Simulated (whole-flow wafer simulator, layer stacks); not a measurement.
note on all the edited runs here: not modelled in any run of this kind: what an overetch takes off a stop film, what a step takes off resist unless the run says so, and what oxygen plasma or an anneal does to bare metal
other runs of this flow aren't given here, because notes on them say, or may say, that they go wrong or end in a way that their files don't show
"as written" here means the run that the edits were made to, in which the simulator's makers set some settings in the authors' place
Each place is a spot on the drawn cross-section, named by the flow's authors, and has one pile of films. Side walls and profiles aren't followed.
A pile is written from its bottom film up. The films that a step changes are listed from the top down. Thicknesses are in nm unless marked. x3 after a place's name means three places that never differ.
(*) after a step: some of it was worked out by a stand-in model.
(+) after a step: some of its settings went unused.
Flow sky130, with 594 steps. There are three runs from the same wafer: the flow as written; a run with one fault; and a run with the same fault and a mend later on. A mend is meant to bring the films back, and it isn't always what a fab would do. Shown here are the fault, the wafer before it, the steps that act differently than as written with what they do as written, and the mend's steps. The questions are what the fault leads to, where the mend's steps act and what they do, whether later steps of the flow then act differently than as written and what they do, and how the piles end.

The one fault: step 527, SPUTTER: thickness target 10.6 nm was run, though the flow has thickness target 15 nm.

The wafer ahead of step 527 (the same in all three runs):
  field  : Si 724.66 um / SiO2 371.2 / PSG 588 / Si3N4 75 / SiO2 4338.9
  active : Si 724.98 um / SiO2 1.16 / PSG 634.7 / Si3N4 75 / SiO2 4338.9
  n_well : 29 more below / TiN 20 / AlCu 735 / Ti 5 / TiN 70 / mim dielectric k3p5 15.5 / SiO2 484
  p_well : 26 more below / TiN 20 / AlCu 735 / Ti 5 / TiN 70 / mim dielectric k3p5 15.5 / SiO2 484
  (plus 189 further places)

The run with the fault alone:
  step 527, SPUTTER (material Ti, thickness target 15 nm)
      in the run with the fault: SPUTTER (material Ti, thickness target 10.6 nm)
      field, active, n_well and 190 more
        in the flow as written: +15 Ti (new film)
        in the run with the fault: +10.6 Ti (new film)
  Later steps of the flow acting differently than as written (19 more steps, not shown, differ only slightly: by at most 2% or 0.5 nm, whichever is larger):
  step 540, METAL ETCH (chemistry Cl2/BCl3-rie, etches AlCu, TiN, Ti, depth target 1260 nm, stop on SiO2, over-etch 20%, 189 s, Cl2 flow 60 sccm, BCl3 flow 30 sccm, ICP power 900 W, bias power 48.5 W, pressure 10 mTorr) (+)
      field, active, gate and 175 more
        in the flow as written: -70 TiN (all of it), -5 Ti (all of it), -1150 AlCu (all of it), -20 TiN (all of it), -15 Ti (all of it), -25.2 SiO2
        in the run with the fault: -70 TiN (all of it), -5 Ti (all of it), -1150 AlCu (all of it), -20 TiN (all of it), -10.6 Ti (all of it), -25.6 SiO2
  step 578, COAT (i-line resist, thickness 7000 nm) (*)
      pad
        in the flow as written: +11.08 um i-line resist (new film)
        in the run with the fault: +11.09 um i-line resist (new film)
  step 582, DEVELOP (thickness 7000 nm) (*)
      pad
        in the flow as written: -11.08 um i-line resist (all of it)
        in the run with the fault: -11.09 um i-line resist (all of it)
  By the end, the piles at n_well, p_well, sd_n and 12 more depart from the flow's by more than 2% or 0.5 nm, whichever is larger.
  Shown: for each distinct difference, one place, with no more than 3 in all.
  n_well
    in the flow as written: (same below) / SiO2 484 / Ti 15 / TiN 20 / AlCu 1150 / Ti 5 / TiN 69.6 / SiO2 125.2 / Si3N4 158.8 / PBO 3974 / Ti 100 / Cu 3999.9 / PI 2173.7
    in the run with the fault: (same below) / SiO2 484 / Ti 10.6 / TiN 20 / AlCu 1150 / Ti 5 / TiN 69.6 / SiO2 125.2 / Si3N4 158.8 / PBO 3977.2 / Ti 100 / Cu 3999.9 / PI 2174.2
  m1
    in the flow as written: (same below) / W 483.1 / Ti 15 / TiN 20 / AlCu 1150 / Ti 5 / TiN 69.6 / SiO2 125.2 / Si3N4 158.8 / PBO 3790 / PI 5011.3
    in the run with the fault: (same below) / W 483.1 / Ti 10.6 / TiN 20 / AlCu 1150 / Ti 5 / TiN 69.6 / SiO2 125.2 / Si3N4 158.8 / PBO 3793.6 / PI 5011.5
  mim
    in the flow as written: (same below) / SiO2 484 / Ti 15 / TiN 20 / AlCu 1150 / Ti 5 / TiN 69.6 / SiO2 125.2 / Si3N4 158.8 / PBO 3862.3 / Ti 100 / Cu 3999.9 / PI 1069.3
    in the run with the fault: (same below) / SiO2 484 / Ti 10.6 / TiN 20 / AlCu 1150 / Ti 5 / TiN 69.6 / SiO2 125.2 / Si3N4 158.8 / PBO 3865.7 / Ti 100 / Cu 3999.9 / PI 1069.7

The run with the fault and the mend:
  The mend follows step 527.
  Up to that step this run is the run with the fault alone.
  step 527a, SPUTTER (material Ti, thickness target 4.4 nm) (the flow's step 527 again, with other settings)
      field, active, n_well and 190 more
        +4.4 Ti
  Later steps of the flow that are run all act as written at every place that is followed.
  By the end, the piles equal the flow's at every place that both follow.
